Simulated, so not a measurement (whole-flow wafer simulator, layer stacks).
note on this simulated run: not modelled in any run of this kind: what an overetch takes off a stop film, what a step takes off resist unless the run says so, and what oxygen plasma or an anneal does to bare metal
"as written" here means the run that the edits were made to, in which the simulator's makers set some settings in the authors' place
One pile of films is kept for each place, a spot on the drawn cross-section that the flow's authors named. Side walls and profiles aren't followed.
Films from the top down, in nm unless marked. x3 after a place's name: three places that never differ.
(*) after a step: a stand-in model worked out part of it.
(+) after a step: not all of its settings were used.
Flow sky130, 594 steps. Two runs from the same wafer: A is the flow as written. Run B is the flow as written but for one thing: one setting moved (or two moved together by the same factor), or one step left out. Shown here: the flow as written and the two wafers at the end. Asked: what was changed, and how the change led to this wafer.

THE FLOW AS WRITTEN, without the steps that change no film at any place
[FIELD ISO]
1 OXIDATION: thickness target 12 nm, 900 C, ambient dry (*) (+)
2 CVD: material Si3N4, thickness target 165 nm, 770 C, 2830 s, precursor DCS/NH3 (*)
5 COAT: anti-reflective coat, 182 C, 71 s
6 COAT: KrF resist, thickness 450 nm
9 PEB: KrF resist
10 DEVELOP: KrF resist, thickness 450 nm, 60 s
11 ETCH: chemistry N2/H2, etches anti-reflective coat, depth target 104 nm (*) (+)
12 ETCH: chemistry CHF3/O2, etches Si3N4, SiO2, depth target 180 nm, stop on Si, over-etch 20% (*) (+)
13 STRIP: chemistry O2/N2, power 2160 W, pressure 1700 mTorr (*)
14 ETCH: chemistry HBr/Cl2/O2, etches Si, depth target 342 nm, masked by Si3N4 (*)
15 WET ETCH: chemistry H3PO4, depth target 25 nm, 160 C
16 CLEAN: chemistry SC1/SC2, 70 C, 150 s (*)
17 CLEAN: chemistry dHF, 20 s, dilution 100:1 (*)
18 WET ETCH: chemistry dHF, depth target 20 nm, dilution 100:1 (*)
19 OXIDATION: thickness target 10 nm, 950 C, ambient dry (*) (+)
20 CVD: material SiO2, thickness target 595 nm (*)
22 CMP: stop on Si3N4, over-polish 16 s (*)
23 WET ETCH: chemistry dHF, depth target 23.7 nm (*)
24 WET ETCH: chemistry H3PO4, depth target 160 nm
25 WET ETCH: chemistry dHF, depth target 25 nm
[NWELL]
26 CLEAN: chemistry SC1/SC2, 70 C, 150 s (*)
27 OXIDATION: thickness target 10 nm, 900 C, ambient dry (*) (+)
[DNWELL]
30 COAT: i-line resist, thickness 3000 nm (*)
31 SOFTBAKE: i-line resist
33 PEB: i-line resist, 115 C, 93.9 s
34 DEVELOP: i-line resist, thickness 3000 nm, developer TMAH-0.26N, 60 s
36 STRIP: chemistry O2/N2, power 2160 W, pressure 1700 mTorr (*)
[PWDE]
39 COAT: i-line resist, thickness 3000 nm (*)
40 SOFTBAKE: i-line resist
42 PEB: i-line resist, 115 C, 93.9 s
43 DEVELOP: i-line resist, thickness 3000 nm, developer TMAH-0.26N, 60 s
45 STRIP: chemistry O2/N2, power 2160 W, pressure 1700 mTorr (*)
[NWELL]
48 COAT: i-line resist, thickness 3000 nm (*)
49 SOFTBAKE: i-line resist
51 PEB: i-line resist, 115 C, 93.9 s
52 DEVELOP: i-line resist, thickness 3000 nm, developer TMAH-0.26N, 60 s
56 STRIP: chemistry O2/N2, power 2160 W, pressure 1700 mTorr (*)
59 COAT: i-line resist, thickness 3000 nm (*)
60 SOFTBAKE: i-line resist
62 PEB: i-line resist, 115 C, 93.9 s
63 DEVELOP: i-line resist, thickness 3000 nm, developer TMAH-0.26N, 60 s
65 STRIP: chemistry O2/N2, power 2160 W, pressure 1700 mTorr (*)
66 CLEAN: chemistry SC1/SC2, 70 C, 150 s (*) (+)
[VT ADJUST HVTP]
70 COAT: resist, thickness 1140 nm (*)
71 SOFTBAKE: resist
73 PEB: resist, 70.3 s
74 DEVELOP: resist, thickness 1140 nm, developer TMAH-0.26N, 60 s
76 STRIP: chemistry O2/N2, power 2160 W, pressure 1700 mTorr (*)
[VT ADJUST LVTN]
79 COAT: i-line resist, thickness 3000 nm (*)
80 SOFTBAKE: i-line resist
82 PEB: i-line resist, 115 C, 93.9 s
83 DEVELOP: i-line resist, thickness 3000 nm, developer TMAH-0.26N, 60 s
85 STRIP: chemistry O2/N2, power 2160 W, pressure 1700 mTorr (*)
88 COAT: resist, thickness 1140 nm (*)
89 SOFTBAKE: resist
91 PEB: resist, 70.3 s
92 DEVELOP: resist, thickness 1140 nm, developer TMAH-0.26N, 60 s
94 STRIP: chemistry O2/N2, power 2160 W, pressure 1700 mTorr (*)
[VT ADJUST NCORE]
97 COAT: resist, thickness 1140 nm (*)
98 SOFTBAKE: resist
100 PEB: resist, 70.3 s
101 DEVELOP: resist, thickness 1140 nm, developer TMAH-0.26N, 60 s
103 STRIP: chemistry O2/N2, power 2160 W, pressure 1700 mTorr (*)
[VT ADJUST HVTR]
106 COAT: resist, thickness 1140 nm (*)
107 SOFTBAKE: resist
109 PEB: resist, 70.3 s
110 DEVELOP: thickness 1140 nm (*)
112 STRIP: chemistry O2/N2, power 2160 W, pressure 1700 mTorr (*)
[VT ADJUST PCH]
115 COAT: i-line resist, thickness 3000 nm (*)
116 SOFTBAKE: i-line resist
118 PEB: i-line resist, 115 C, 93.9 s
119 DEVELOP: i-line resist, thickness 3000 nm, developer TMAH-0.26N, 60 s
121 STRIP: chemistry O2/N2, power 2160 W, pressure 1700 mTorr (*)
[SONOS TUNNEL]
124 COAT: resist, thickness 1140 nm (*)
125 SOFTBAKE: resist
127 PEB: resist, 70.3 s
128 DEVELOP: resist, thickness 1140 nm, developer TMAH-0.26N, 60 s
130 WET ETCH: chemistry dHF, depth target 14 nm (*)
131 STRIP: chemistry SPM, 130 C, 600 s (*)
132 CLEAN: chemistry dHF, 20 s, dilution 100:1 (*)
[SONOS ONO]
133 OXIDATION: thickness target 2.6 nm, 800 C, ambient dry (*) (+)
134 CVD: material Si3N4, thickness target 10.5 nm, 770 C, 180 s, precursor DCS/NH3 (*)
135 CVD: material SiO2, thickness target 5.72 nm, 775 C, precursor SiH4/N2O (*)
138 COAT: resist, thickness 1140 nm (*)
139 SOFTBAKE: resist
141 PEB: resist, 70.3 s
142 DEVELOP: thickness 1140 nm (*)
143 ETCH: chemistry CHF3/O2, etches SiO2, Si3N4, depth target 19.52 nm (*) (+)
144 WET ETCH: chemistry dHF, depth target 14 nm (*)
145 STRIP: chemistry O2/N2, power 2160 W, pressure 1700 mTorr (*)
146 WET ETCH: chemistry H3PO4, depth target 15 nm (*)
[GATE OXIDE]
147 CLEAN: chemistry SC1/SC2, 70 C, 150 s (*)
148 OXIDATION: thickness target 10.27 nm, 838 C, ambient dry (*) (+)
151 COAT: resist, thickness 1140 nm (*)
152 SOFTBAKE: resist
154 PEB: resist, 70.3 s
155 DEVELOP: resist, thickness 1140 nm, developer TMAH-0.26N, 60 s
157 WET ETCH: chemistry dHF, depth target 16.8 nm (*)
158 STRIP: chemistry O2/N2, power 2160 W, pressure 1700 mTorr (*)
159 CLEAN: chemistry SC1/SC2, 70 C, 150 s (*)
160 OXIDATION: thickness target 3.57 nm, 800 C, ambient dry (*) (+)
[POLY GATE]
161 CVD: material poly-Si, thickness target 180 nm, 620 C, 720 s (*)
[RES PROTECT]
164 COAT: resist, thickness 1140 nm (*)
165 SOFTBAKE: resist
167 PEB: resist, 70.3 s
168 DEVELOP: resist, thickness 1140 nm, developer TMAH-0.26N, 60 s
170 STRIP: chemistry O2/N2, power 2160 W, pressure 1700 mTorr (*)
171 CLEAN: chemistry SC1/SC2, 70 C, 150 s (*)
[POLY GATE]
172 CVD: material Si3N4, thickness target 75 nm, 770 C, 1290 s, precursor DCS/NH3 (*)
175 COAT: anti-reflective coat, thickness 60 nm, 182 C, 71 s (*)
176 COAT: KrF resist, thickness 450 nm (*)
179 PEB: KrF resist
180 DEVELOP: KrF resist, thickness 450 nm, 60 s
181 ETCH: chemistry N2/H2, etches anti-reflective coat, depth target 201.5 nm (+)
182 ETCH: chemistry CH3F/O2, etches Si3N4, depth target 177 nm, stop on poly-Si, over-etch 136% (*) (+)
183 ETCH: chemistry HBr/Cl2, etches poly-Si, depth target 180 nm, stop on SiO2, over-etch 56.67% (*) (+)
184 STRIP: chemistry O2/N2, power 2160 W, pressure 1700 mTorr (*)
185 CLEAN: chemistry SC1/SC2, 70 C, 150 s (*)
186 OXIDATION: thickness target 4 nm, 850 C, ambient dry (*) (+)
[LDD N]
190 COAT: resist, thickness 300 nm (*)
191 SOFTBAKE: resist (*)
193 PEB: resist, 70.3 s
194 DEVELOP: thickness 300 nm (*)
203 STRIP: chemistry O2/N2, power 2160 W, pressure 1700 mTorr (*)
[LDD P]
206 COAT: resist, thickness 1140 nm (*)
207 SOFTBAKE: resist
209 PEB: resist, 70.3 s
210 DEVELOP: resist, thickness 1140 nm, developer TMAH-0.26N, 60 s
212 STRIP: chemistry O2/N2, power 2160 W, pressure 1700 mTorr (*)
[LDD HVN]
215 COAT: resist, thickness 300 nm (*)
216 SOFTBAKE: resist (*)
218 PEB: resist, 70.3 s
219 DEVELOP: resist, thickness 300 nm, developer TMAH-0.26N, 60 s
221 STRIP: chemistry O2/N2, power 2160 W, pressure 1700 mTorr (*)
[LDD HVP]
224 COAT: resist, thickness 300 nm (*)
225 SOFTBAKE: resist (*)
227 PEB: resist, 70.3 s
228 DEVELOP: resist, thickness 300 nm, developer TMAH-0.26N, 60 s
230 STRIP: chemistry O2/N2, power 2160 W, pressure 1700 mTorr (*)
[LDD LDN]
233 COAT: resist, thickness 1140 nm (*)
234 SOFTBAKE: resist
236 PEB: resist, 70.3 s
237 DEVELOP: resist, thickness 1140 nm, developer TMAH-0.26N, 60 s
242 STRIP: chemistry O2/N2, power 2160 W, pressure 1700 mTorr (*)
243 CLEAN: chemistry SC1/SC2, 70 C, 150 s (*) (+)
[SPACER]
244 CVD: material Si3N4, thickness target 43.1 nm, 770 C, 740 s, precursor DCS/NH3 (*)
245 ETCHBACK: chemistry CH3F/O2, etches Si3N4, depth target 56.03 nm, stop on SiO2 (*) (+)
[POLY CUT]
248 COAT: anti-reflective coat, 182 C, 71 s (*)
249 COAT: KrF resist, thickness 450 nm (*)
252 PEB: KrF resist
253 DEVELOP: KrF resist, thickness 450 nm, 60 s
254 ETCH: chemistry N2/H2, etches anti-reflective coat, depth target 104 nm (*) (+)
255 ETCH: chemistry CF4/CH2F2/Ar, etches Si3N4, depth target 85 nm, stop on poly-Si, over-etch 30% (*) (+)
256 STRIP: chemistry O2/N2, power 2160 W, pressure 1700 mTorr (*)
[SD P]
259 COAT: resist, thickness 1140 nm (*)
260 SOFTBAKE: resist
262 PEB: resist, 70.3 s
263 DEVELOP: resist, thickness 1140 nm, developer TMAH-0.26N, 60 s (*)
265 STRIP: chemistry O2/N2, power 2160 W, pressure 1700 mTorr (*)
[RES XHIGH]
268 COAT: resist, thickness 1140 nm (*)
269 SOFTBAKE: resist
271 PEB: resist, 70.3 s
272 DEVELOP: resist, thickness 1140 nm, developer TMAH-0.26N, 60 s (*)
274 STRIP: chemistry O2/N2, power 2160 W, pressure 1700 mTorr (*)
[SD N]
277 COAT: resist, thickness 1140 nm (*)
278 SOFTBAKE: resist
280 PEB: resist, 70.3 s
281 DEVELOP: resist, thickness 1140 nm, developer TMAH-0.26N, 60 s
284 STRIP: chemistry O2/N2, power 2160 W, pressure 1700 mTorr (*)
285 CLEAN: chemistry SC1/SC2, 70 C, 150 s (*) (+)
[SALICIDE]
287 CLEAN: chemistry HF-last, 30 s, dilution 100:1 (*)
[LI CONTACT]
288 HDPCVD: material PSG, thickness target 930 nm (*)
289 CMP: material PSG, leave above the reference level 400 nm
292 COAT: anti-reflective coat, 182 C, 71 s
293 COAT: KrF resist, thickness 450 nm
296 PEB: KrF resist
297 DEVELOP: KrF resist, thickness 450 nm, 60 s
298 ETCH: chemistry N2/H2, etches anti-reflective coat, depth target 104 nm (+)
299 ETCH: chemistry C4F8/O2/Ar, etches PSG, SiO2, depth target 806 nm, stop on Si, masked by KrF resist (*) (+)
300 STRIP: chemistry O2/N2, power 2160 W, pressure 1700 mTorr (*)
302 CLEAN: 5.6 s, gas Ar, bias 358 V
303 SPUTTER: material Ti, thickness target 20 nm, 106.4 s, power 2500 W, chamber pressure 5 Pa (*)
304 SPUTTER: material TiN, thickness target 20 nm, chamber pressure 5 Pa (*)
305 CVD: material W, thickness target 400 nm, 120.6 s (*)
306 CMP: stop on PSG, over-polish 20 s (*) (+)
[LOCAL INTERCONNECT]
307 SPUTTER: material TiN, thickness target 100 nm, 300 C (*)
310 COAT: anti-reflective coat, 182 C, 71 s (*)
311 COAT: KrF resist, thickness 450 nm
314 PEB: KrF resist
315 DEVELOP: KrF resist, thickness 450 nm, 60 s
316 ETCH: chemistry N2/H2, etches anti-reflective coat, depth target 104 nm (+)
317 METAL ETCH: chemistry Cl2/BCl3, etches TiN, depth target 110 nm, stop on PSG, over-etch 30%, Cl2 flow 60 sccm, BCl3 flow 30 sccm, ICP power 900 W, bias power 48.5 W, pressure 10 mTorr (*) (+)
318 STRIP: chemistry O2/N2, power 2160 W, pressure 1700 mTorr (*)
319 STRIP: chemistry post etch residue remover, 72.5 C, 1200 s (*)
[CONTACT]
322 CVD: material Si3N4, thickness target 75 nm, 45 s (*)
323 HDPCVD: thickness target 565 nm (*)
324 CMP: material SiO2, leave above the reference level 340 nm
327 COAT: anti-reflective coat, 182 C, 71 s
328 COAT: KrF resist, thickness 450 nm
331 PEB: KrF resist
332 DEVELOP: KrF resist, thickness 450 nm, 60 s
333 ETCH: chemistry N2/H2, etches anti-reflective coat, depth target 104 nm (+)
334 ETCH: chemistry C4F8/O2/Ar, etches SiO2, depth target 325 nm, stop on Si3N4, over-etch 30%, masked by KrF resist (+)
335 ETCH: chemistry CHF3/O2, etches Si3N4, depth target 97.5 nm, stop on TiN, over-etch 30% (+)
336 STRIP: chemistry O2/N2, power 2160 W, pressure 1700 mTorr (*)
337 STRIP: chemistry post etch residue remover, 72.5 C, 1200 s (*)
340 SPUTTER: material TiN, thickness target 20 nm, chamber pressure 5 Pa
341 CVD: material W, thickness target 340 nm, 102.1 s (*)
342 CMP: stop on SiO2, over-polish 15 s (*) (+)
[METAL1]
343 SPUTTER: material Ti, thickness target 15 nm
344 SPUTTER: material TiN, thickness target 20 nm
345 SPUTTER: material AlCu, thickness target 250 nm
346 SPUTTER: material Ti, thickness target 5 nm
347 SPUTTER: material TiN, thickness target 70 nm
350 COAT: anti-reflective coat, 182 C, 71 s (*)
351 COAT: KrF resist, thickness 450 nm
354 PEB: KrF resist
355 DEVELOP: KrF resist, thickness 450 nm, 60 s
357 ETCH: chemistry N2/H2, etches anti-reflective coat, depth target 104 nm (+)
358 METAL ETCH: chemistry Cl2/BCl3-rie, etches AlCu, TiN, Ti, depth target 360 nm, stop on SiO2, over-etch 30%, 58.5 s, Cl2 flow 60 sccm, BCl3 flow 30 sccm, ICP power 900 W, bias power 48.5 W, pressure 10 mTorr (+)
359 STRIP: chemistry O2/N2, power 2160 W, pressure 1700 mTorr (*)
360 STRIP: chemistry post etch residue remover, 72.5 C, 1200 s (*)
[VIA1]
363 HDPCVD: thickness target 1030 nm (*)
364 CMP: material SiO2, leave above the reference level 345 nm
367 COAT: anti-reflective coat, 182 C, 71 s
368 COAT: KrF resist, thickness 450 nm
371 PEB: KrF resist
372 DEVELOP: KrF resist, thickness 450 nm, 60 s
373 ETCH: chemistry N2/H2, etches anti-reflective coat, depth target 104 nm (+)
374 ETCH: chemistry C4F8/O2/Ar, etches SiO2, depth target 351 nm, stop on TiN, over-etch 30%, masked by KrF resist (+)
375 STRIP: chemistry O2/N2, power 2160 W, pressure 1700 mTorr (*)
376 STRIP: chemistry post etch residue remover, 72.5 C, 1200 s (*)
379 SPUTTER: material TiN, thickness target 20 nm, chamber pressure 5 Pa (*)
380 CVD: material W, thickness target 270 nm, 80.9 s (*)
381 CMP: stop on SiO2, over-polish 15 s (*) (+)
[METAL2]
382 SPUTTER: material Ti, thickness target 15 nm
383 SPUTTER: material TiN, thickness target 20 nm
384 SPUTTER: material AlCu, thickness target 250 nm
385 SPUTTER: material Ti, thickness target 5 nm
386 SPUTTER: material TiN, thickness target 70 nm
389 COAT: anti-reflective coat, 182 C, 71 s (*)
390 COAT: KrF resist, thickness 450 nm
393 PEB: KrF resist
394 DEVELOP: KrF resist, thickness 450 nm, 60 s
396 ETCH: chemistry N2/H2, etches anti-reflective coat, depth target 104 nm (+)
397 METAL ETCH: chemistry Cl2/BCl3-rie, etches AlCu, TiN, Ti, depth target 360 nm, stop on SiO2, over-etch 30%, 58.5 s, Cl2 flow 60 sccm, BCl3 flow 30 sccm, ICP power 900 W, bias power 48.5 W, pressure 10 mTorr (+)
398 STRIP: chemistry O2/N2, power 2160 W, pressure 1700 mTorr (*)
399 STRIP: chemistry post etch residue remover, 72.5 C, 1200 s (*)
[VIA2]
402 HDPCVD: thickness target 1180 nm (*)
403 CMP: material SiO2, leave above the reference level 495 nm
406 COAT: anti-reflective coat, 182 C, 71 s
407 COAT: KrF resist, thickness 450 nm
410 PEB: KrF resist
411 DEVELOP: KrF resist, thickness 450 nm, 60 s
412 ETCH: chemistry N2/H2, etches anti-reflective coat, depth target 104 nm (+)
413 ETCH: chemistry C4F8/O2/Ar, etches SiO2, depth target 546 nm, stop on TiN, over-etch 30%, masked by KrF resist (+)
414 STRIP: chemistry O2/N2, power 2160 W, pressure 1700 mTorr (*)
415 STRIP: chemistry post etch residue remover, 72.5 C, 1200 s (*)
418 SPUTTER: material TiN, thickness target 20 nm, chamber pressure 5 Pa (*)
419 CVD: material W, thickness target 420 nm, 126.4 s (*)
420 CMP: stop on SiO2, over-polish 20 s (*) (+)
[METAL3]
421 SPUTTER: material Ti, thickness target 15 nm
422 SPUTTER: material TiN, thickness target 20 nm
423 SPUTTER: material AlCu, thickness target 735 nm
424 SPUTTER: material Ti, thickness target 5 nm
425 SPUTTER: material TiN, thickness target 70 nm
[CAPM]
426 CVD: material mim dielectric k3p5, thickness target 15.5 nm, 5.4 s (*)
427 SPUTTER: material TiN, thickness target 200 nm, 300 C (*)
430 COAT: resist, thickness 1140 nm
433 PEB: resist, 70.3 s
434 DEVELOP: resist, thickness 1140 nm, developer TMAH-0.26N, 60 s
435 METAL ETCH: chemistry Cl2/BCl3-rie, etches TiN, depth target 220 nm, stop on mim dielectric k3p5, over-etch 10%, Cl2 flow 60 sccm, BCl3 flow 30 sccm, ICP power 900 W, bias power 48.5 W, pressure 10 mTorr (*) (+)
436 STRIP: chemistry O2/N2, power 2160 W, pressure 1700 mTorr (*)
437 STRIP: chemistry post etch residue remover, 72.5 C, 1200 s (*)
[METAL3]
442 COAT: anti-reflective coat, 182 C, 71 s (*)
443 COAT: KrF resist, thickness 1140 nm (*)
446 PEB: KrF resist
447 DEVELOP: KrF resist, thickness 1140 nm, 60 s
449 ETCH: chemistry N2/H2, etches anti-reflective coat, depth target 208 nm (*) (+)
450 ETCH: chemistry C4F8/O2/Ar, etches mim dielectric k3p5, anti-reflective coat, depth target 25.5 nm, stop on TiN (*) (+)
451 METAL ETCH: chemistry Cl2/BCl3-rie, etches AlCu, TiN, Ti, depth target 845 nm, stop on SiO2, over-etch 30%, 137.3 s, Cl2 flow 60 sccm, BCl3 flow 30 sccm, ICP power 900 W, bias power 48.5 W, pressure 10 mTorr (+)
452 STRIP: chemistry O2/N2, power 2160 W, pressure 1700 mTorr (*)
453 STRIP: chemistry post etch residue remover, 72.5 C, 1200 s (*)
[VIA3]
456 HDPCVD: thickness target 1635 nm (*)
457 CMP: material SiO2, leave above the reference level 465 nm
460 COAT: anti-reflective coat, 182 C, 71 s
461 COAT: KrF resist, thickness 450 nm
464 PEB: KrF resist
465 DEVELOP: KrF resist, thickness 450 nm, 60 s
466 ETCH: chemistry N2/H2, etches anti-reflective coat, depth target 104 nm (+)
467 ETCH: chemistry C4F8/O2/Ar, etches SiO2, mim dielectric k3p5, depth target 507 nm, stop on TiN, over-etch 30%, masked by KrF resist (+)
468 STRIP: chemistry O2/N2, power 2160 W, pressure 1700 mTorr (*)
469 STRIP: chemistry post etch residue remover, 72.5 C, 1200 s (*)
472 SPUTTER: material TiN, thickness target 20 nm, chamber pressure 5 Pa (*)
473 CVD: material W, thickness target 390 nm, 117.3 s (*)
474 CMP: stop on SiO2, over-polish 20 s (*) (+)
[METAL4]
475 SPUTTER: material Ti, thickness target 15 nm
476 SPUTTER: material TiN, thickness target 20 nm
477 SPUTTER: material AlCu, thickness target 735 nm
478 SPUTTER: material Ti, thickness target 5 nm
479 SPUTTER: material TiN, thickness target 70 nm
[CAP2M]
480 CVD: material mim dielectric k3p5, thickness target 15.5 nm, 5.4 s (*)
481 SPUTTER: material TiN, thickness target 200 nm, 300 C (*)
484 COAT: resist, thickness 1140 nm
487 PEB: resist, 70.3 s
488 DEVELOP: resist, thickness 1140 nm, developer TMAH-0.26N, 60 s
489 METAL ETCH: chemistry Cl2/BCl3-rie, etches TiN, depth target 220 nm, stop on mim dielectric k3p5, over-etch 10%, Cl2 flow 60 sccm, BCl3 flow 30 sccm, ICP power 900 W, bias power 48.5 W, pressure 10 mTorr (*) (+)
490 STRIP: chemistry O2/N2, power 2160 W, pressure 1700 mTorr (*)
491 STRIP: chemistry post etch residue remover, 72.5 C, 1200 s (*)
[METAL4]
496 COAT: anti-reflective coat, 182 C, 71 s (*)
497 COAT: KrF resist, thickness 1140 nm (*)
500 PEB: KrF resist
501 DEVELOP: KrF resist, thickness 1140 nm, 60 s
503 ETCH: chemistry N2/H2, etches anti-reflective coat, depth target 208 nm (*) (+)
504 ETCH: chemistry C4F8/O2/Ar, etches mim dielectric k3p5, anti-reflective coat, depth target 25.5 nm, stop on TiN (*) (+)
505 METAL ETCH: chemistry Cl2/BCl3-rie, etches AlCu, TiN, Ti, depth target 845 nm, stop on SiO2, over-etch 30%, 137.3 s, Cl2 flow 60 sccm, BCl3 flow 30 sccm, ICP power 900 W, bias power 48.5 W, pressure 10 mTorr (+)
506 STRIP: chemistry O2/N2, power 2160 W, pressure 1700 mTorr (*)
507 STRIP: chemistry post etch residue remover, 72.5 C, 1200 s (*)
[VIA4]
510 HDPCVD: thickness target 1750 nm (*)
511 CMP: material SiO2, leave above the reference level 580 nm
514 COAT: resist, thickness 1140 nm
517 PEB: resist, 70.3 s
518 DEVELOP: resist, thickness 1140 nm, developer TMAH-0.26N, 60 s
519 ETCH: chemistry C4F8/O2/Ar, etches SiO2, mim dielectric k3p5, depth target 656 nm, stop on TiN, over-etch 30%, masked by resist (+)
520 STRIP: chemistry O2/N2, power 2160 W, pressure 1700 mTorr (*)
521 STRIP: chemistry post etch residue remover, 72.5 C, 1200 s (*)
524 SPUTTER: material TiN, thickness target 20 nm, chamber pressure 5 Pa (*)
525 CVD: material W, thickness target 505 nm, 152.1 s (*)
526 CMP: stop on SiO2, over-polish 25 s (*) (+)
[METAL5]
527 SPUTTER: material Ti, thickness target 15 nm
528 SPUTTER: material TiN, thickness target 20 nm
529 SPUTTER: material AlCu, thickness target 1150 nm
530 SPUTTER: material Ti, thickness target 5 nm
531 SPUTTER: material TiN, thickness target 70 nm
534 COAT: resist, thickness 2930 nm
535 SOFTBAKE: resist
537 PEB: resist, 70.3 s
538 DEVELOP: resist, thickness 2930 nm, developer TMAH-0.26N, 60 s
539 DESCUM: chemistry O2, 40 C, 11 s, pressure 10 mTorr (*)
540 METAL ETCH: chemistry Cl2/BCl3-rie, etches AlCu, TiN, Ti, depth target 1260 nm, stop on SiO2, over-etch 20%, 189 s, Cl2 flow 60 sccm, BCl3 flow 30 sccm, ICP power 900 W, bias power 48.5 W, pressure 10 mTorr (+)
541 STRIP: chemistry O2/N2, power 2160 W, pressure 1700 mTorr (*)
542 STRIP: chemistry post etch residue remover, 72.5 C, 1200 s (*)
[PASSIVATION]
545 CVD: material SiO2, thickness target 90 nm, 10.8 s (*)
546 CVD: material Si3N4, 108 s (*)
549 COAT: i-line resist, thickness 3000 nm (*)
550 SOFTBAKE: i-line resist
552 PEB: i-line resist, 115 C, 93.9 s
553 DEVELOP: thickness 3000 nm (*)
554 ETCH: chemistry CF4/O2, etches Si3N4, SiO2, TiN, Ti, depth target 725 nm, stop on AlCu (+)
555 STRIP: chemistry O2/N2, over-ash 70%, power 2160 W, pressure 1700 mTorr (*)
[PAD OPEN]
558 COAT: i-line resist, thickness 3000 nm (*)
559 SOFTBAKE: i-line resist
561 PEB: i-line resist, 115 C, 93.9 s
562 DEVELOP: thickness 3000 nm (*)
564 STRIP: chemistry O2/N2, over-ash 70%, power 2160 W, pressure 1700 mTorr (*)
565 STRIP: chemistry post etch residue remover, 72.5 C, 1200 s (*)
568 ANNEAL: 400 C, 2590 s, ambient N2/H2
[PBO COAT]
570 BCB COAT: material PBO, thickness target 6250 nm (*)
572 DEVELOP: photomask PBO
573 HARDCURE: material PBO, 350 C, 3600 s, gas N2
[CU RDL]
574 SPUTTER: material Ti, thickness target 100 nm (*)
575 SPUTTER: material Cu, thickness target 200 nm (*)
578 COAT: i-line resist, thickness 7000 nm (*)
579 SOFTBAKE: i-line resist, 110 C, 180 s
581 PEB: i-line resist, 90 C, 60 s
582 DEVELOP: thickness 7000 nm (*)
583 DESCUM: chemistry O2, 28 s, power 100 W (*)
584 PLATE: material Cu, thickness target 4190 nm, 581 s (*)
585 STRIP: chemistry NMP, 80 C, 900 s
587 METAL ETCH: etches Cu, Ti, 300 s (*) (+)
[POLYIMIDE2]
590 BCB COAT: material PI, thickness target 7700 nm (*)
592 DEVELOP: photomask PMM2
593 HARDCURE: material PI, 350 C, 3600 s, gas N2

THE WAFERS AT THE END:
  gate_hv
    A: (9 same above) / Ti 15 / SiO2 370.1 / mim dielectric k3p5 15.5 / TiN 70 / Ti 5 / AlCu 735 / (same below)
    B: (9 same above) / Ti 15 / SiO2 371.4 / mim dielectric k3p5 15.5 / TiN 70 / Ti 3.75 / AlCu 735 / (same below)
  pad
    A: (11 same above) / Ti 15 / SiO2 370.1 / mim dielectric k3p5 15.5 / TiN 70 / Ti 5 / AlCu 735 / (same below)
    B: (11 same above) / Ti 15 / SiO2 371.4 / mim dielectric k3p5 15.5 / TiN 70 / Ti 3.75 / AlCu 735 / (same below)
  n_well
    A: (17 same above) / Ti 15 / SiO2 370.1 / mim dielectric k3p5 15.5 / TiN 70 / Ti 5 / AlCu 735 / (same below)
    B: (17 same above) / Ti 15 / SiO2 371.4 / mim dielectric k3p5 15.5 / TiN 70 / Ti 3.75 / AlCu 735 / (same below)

The cause: step 424, SPUTTER: thickness target 3.75 nm was run, where the flow has thickness target 5 nm.
It can be read off the wafer: gate_hv has Ti 3.75, and step 424 as written asks for 5 nm.

How the change led to this, step by step:
  424 SPUTTER: material Ti, thickness target 5 nm
      field, active, n_well and 188 more: A Ti +5 (new film) | B Ti +3.75 (new film)
  451 METAL ETCH: chemistry Cl2/BCl3-rie, etches AlCu, TiN, Ti, depth target 845 nm, stop on SiO2, over-etch 30%, 137.3 s, Cl2 flow 60 sccm, BCl3 flow 30 sccm, ICP power 900 W, bias power 48.5 W, pressure 10 mTorr (+)
      field, gate, spacer and 68 more: A TiN -70 (all of it), Ti -5 (all of it), AlCu -735 (all of it), TiN -20 (all of it), Ti -15 (all of it), SiO2 -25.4 | B TiN -70 (all of it), Ti -3.75 (all of it), AlCu -735 (all of it), TiN -20 (all of it), Ti -15 (all of it), SiO2 -25.5
      active, vpp_ln, vpp_iso2 and 11 more: A TiN -70 (all of it), Ti -5 (all of it), AlCu -735 (all of it), TiN -20 (all of it), Ti -15 (all of it), SiO2 -25.3 | B TiN -70 (all of it), Ti -3.75 (all of it), AlCu -735 (all of it), TiN -20 (all of it), Ti -15 (all of it), SiO2 -25.5
